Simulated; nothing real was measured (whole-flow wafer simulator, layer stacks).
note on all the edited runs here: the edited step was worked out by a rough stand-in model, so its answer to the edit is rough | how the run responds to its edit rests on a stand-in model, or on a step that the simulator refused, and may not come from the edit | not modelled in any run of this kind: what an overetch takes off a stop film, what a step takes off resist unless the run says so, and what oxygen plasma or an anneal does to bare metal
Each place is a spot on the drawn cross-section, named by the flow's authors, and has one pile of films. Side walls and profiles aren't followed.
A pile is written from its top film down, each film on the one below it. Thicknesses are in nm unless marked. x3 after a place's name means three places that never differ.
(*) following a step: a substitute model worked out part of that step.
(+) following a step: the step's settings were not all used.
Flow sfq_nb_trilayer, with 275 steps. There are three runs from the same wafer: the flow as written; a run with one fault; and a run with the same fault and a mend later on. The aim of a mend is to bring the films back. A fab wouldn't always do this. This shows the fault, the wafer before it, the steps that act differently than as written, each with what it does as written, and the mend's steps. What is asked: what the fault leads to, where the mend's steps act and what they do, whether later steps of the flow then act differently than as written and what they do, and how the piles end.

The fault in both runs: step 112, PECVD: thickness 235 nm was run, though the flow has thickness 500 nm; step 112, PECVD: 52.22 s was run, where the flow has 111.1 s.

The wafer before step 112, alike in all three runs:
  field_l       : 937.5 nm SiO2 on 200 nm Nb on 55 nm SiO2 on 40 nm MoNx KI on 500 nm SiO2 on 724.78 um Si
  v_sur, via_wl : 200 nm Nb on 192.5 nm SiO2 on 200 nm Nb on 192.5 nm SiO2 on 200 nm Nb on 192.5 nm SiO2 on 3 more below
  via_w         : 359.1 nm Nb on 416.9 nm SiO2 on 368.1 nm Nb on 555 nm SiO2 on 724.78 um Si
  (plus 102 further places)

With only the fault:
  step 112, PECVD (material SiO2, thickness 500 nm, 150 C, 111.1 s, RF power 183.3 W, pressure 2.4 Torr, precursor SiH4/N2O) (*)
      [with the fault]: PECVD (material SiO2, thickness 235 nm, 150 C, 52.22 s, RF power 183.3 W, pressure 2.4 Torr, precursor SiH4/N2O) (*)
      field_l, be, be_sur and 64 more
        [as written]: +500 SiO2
        [with the fault]: +235 SiO2
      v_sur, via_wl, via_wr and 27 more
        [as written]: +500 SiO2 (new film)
        [with the fault]: +235 SiO2 (new film)
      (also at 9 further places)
  Later steps of the flow acting differently than as written (not shown: 23 more steps that differ only slightly, by at most 2% or 0.5 nm, whichever is larger):
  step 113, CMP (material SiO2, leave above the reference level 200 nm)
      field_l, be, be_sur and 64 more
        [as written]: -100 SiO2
        [with the fault]: nothing
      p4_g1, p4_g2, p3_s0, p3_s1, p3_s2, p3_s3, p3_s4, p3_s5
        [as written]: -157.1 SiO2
        [with the fault]: nothing
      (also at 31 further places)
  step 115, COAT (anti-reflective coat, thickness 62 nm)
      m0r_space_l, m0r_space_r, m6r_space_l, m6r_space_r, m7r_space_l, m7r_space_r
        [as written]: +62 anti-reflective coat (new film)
        [with the fault]: +81.1 anti-reflective coat (new film)
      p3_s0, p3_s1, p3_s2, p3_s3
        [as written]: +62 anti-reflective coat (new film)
        [with the fault]: +106.1 anti-reflective coat (new film)
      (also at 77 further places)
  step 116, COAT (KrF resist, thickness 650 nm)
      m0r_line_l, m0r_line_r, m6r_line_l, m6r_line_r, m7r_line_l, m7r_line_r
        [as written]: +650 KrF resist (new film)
        [with the fault]: +682.6 KrF resist (new film)
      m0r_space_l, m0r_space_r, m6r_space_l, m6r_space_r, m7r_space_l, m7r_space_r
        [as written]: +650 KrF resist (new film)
        [with the fault]: +671.3 KrF resist (new film)
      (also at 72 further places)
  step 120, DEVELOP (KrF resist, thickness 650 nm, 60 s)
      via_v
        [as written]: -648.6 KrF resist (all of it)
        [with the fault]: -589.2 KrF resist (all of it)
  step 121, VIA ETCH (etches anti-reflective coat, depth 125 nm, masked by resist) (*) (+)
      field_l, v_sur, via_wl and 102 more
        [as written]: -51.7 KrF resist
        [with the fault]: -40.6 KrF resist
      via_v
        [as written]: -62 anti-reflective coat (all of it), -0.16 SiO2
        [with the fault]: -48.7 anti-reflective coat (all of it), -0.12 SiO2
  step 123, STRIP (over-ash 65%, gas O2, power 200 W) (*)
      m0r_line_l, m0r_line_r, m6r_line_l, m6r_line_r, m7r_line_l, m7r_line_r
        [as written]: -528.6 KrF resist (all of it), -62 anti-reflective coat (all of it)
        [with the fault]: -572.1 KrF resist (all of it), -61.8 anti-reflective coat (all of it)
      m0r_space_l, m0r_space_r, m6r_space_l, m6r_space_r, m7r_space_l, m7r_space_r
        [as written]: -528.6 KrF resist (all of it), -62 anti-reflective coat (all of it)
        [with the fault]: -560.9 KrF resist (all of it), -81.1 anti-reflective coat (all of it)
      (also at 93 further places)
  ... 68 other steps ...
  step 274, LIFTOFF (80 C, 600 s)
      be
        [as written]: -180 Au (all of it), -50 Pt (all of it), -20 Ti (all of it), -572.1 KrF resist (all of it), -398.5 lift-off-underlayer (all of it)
        [with the fault]: -180 Au (all of it), -50 Pt (all of it), -20 Ti (all of it), -600.4 KrF resist (all of it), -676.7 lift-off-underlayer (all of it)
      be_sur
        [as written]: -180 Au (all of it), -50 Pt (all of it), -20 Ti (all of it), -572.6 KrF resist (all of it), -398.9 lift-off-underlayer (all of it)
        [with the fault]: -180 Au (all of it), -50 Pt (all of it), -20 Ti (all of it), -582.5 KrF resist (all of it), -377.2 lift-off-underlayer (all of it)
  By the end, the piles at via_w, be, be_sur and 46 more depart from the flow's by more than 2% or 0.5 nm, whichever is larger.
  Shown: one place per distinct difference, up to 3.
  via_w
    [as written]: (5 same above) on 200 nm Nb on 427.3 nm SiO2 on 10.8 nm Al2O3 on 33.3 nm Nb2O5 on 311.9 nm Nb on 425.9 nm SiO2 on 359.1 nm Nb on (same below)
    [with the fault]: (5 same above) on 200 nm Nb on 495.5 nm SiO2 on 10.1 nm Al2O3 on 34.6 nm Nb2O5 on 110.8 nm Nb on 204.5 nm SiO2 on 158.7 nm Nb on 195.1 nm SiO2 on 359.1 nm Nb on (same below)
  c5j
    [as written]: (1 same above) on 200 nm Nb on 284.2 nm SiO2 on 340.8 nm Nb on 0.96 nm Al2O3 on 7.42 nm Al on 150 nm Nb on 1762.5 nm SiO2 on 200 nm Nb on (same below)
    [with the fault]: (1 same above) on 200 nm Nb on 293.3 nm SiO2 on 183.3 nm Nb on 43.4 nm SiO2 on 170 nm Nb on 0.96 nm Al2O3 on 7.42 nm Al on 150 nm Nb on 1697.5 nm SiO2 on 200 nm Nb on (same below)
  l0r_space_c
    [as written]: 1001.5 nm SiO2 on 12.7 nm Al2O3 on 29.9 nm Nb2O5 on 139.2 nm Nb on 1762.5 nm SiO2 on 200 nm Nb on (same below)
    [with the fault]: 1066.5 nm SiO2 on 12.7 nm Al2O3 on 29.9 nm Nb2O5 on 139.2 nm Nb on 1697.5 nm SiO2 on 200 nm Nb on (same below)

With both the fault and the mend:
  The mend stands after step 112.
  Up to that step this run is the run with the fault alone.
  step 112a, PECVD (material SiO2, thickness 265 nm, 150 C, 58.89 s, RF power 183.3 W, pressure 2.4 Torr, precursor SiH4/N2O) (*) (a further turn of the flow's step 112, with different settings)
      field_l, v_sur, via_wl and 102 more
        +265 SiO2
      via_w
        +273.5 SiO2
  Later steps of the flow acting differently than as written:
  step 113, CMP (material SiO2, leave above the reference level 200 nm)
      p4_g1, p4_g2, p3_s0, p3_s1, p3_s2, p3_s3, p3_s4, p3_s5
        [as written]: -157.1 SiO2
        [with the mend]: -100 SiO2
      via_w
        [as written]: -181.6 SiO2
        [with the mend]: -42.6 SiO2
  The piles end the same as the flow's at every place that both follow.
